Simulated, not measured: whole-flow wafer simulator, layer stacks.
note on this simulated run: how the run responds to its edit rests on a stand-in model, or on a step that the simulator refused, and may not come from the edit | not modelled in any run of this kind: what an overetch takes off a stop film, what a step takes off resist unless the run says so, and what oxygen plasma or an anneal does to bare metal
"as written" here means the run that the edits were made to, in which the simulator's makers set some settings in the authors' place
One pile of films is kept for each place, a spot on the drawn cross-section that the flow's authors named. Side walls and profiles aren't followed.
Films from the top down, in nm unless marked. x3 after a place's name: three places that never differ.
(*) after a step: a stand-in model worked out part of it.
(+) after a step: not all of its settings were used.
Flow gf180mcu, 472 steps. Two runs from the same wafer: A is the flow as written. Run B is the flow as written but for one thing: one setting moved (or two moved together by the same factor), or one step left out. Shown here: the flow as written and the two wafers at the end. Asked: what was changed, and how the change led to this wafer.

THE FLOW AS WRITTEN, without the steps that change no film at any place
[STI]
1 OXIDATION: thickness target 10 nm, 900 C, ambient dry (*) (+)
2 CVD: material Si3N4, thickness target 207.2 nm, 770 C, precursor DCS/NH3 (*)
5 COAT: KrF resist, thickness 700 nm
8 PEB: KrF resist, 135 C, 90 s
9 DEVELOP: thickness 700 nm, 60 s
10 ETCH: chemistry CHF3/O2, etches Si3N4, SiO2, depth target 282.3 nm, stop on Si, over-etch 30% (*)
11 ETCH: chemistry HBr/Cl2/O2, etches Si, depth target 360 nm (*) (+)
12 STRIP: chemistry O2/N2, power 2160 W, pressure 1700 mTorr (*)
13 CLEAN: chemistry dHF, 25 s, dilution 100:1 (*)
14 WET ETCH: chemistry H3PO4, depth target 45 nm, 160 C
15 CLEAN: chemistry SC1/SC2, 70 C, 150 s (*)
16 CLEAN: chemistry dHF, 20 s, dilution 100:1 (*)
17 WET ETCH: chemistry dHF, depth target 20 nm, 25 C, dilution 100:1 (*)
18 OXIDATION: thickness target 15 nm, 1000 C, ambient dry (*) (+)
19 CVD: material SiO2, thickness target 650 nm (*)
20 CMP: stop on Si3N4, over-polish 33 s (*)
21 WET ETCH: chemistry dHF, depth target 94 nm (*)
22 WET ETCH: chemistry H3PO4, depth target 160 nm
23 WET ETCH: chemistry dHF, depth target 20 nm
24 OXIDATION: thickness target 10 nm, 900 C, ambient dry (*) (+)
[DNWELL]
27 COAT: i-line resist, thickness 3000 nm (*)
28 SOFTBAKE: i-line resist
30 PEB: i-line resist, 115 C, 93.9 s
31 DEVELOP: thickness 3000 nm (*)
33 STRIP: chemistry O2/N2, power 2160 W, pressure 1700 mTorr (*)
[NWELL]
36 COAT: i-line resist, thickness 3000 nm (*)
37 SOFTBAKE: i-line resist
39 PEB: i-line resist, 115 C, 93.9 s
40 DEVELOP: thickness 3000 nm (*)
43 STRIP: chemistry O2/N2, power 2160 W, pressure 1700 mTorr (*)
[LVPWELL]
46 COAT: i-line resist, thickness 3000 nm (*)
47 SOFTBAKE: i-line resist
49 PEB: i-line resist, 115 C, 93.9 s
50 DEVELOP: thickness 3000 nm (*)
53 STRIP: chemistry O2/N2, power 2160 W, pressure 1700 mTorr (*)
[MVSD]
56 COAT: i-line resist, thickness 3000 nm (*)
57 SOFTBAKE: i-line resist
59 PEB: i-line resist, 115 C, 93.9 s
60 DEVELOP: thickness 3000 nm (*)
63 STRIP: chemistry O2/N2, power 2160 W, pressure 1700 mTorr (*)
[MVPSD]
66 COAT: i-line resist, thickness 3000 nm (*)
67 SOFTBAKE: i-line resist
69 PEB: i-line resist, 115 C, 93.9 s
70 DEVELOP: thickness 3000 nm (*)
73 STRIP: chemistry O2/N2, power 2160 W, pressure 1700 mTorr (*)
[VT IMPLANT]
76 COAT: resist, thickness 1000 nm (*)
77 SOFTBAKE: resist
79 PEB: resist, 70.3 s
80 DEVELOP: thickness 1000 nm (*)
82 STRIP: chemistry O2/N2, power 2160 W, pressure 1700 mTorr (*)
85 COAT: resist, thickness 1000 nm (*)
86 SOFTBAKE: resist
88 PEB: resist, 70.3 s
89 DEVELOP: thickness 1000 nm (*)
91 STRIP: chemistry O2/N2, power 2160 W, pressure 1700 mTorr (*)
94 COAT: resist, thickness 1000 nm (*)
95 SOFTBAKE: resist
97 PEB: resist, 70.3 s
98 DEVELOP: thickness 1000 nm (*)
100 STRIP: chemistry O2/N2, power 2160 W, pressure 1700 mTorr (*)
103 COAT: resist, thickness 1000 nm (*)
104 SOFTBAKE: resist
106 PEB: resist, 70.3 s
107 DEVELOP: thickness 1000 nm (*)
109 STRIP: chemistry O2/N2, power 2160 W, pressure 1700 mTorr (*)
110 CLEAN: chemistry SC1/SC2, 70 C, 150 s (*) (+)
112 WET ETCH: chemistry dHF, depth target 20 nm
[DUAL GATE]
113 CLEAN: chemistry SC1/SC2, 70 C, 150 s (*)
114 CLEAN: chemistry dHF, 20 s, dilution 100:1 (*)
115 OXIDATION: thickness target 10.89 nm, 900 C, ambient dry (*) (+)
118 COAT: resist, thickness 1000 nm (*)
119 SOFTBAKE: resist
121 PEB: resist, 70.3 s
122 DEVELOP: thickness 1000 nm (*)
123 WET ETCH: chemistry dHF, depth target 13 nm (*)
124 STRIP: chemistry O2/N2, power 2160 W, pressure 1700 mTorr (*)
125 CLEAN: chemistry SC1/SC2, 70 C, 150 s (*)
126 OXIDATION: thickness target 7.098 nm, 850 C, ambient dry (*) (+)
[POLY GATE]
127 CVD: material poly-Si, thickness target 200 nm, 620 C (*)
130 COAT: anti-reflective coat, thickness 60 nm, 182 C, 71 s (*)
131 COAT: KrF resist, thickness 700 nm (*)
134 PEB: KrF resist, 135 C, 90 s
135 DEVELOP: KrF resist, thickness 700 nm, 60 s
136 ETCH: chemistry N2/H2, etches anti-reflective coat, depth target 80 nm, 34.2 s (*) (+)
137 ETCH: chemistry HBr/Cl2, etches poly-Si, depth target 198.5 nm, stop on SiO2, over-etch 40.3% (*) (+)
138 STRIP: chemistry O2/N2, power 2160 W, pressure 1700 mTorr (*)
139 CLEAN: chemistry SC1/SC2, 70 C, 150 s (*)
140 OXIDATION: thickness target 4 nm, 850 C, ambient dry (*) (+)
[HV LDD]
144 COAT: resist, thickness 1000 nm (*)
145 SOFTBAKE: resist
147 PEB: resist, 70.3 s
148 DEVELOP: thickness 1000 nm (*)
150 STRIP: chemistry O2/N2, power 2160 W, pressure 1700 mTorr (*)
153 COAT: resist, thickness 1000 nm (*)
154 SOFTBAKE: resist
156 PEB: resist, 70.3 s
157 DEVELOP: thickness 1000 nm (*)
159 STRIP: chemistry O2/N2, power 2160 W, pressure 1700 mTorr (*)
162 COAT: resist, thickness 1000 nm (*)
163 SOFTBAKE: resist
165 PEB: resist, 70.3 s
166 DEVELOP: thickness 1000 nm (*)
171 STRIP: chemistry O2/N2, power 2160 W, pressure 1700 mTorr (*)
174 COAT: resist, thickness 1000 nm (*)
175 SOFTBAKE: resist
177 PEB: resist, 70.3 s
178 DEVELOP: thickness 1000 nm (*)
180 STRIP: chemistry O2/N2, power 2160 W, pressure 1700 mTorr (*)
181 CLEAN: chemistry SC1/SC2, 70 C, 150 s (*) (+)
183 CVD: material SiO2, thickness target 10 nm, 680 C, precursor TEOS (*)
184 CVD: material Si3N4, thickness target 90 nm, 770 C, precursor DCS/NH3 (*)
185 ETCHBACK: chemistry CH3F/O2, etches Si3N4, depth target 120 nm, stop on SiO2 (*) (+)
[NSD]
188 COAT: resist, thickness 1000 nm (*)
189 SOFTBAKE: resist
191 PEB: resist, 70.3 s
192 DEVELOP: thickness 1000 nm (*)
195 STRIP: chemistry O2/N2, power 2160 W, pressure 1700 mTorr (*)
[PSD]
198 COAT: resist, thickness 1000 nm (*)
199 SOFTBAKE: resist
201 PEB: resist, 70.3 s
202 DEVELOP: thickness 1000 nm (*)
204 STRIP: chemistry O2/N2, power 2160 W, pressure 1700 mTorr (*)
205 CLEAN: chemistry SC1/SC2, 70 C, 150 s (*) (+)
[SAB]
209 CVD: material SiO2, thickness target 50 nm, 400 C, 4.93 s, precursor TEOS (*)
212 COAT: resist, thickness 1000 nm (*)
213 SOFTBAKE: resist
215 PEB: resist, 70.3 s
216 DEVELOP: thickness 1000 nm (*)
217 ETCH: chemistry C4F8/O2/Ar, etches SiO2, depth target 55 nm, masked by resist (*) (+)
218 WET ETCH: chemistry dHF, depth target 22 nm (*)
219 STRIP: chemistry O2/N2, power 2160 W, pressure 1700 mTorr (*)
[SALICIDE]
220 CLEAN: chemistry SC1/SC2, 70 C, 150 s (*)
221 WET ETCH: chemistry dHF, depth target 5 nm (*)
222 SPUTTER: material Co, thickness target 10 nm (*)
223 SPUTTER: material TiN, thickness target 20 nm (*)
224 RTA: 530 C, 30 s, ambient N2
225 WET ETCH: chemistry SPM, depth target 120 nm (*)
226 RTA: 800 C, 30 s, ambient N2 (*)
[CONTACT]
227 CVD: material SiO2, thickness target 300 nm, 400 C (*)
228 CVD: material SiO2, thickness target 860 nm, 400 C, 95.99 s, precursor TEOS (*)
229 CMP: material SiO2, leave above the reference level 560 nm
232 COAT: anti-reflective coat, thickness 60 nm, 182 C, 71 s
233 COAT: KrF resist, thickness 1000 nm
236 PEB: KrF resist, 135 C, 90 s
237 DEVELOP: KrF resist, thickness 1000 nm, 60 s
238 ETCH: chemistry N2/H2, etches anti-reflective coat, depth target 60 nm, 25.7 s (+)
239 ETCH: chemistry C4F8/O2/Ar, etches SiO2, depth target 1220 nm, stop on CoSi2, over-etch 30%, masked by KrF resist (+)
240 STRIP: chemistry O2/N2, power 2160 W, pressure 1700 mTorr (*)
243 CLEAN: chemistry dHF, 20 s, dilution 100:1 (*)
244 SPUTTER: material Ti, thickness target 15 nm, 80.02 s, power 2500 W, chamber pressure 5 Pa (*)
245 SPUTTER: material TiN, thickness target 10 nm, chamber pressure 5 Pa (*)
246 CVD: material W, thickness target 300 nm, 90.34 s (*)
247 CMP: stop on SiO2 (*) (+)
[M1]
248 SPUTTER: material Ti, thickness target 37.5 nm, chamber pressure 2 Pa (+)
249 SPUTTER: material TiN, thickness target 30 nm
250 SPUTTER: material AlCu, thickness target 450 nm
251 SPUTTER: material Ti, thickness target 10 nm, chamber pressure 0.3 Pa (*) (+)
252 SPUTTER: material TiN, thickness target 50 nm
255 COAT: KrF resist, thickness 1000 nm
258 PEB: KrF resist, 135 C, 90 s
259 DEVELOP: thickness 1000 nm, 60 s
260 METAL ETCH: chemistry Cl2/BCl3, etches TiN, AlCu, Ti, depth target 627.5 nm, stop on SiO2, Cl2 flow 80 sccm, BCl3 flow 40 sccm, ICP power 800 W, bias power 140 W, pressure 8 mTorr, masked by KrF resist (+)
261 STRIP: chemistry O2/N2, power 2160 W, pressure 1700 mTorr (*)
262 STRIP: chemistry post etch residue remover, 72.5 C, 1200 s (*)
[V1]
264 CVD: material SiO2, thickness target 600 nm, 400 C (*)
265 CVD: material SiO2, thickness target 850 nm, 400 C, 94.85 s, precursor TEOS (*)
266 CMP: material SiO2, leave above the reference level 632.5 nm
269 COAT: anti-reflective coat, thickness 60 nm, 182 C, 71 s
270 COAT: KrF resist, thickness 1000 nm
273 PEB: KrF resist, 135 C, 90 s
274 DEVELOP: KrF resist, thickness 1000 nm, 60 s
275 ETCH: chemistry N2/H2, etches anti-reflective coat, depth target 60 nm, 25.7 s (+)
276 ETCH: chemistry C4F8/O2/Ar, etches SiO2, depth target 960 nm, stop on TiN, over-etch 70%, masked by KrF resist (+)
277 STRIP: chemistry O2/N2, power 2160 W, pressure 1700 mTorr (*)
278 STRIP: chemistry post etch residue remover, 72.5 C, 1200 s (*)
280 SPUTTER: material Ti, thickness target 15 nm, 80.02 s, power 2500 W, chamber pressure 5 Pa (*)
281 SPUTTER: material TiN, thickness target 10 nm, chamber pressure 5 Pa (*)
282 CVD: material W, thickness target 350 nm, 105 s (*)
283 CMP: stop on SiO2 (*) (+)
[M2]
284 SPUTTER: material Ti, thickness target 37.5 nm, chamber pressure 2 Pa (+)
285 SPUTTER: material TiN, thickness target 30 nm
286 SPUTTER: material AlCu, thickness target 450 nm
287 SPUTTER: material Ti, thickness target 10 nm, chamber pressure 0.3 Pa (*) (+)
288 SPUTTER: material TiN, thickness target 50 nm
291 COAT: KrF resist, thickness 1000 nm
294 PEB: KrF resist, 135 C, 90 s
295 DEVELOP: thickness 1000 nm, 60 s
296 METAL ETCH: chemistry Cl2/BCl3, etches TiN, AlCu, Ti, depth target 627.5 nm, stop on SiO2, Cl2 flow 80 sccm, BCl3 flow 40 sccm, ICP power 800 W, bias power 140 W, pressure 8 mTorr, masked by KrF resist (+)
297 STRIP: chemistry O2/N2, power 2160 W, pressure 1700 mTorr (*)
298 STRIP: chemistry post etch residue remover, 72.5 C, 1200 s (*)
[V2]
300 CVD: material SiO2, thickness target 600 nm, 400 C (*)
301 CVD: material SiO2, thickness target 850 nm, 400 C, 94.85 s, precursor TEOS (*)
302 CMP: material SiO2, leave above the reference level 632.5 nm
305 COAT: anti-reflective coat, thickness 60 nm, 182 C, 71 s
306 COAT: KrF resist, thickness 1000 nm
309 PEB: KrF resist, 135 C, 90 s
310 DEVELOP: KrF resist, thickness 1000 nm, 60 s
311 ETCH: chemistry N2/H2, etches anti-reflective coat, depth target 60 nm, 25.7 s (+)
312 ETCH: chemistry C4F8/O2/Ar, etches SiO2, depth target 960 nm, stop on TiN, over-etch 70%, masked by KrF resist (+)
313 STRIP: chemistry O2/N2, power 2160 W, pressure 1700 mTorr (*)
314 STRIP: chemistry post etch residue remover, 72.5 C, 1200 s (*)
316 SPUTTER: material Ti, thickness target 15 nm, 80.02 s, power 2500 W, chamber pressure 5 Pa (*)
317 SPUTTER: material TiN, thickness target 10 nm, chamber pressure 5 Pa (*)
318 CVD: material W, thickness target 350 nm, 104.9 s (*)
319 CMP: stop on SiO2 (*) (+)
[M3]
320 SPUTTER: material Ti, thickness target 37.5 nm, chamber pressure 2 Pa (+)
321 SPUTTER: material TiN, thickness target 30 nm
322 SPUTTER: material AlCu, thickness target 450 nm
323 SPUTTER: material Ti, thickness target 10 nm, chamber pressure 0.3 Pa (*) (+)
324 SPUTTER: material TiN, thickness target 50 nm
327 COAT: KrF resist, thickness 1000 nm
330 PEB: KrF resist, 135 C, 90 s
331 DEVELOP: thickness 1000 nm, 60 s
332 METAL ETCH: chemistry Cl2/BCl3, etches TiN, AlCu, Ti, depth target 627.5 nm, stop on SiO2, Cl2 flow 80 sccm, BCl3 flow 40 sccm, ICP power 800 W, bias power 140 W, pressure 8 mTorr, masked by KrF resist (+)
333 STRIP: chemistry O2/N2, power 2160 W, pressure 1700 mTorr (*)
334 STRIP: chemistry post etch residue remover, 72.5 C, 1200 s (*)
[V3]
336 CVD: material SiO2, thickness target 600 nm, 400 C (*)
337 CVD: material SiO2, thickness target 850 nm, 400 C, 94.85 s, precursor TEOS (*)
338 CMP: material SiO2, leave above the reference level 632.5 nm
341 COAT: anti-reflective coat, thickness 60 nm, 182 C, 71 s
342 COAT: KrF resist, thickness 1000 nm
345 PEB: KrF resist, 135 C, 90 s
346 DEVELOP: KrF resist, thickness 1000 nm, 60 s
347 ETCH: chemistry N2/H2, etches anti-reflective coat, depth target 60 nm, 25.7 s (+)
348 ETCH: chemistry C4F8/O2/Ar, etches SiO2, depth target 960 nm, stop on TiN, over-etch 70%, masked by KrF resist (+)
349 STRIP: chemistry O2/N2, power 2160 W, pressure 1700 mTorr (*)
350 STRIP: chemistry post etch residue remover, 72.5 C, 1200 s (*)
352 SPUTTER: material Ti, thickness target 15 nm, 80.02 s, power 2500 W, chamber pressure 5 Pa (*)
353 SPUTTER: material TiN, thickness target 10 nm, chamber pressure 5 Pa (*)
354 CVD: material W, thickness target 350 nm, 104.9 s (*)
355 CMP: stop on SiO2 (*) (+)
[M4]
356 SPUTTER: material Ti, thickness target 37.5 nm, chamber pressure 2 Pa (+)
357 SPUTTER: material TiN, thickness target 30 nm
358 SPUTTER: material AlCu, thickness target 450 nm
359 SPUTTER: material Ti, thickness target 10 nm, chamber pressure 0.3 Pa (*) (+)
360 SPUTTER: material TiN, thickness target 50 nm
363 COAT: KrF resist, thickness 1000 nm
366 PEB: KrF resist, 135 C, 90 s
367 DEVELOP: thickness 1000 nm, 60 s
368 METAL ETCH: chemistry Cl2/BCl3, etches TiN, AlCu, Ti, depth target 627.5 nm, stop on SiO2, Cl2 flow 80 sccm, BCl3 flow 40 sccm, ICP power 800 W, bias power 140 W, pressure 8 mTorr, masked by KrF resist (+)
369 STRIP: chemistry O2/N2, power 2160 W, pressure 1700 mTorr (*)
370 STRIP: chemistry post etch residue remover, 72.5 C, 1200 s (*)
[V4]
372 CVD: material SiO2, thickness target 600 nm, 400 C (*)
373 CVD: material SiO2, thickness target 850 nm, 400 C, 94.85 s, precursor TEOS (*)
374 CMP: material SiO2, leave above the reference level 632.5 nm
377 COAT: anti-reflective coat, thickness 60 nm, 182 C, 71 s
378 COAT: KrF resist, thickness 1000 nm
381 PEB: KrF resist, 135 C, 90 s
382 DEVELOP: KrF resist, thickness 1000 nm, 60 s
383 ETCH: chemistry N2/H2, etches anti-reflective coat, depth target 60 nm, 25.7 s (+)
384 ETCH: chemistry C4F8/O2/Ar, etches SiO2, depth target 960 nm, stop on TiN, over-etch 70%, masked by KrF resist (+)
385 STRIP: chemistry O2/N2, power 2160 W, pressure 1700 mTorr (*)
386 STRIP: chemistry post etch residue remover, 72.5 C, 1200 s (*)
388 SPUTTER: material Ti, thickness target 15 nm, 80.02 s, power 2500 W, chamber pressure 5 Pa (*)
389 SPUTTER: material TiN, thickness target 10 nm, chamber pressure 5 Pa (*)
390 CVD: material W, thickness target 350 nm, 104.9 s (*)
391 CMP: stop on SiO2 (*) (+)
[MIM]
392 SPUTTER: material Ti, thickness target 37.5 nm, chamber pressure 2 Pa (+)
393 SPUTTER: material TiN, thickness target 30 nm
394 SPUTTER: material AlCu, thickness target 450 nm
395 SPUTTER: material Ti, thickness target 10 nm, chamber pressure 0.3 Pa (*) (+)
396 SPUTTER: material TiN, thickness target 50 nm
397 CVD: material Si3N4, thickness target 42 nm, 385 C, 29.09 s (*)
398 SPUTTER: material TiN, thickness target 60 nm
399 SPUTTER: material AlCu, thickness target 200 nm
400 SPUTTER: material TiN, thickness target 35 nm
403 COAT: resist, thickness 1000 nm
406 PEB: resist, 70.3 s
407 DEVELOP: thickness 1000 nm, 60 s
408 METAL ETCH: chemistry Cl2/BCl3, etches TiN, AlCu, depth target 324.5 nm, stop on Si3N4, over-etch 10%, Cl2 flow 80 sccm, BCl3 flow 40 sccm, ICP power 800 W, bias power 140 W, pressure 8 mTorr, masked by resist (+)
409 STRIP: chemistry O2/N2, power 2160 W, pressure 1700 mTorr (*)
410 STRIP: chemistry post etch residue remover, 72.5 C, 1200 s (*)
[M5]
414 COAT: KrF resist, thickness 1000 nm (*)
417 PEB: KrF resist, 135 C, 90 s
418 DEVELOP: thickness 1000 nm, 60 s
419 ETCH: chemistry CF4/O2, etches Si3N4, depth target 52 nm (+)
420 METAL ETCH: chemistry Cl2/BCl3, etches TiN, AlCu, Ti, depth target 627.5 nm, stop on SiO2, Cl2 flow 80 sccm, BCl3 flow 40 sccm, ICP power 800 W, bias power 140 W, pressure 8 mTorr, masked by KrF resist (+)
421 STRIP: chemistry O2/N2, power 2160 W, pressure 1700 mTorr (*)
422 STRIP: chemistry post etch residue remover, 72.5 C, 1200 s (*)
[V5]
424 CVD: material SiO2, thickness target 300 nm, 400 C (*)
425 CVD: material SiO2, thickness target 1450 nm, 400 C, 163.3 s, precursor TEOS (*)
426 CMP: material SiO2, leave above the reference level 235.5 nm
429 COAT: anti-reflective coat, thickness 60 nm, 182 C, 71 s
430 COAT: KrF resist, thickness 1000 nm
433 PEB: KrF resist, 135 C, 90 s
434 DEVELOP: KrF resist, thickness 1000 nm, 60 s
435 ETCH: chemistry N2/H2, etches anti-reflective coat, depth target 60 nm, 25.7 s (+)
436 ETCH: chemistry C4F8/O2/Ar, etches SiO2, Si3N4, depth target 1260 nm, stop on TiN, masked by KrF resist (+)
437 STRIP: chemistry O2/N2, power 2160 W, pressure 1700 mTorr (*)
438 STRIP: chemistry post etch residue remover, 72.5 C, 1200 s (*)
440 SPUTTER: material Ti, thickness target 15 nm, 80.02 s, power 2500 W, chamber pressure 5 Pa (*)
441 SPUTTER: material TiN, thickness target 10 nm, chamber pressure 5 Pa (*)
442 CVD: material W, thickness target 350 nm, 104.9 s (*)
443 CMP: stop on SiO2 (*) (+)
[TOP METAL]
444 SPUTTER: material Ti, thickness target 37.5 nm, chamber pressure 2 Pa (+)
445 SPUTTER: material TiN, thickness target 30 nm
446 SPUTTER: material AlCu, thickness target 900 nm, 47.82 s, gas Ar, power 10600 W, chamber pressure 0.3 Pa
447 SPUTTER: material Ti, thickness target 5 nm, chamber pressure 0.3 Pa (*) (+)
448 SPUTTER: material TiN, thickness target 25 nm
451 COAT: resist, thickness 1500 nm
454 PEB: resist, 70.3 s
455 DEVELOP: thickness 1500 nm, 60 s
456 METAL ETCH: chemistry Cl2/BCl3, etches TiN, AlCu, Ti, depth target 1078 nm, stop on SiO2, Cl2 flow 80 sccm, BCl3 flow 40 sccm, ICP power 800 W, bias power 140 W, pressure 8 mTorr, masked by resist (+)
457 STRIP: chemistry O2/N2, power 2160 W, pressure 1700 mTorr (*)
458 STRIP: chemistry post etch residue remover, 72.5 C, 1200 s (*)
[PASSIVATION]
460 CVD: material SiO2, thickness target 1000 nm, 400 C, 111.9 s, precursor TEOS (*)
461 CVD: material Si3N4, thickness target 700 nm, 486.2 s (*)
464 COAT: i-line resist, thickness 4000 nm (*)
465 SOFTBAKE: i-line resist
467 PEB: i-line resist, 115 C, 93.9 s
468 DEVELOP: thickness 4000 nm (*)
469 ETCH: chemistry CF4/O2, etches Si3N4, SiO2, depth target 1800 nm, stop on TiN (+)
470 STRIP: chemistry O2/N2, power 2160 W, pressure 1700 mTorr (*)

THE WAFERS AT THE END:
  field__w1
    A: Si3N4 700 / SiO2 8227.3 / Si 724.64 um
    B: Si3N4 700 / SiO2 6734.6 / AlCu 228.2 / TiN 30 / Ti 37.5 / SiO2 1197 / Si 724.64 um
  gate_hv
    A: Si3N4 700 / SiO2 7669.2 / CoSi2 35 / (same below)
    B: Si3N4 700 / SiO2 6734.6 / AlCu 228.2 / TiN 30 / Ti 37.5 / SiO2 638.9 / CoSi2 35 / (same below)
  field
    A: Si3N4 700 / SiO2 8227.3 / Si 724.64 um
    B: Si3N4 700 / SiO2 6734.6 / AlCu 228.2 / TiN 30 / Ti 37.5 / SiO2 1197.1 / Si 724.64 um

The cause: step 260, METAL ETCH: depth target 276.1 nm was run, where the flow has depth target 627.5 nm.

How the change led to this, step by step:
  260 METAL ETCH: chemistry Cl2/BCl3, etches TiN, AlCu, Ti, depth target 627.5 nm, stop on SiO2, Cl2 flow 80 sccm, BCl3 flow 40 sccm, ICP power 800 W, bias power 140 W, pressure 8 mTorr, masked by KrF resist (+)
      field, field__w1, field__w2 and 99 more: A TiN -50 (all of it), Ti -10 (all of it), AlCu -450 (all of it), TiN -30 (all of it), Ti -37.5 (all of it) | B TiN -50 (all of it), Ti -10 (all of it), AlCu -216.1
      field__w8, contact, m1 and 6 more: A KrF resist -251 | B KrF resist -110.4
  261 STRIP: chemistry O2/N2, power 2160 W, pressure 1700 mTorr (*)
      field__w8, contact, m1 and 6 more: A KrF resist -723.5 (all of it) | B KrF resist -864.1 (all of it)
  262 STRIP: chemistry post etch residue remover, 72.5 C, 1200 s (*)
      field, field__w1, field__w2 and 99 more: A nothing | B AlCu -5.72
  264 CVD: material SiO2, thickness target 600 nm, 400 C (*)
      field, field__w1, field__w2 and 99 more: A SiO2 +600 | B SiO2 +600 (new film)
  266 CMP: material SiO2, leave above the reference level 632.5 nm
      field, field__w1, field__w2 and 99 more: A SiO2 -300 | B SiO2 -595.7
Counting metal films that touch as one body, field__w1 has 1 body; the flow as written gives 0 bodies.
Counting metal films that touch as one body, gate_hv has 2 bodies (between them, from the top down: SiO2 638.9); the flow as written gives 1 body.
Counting metal films that touch as one body, field has 1 body; the flow as written gives 0 bodies.
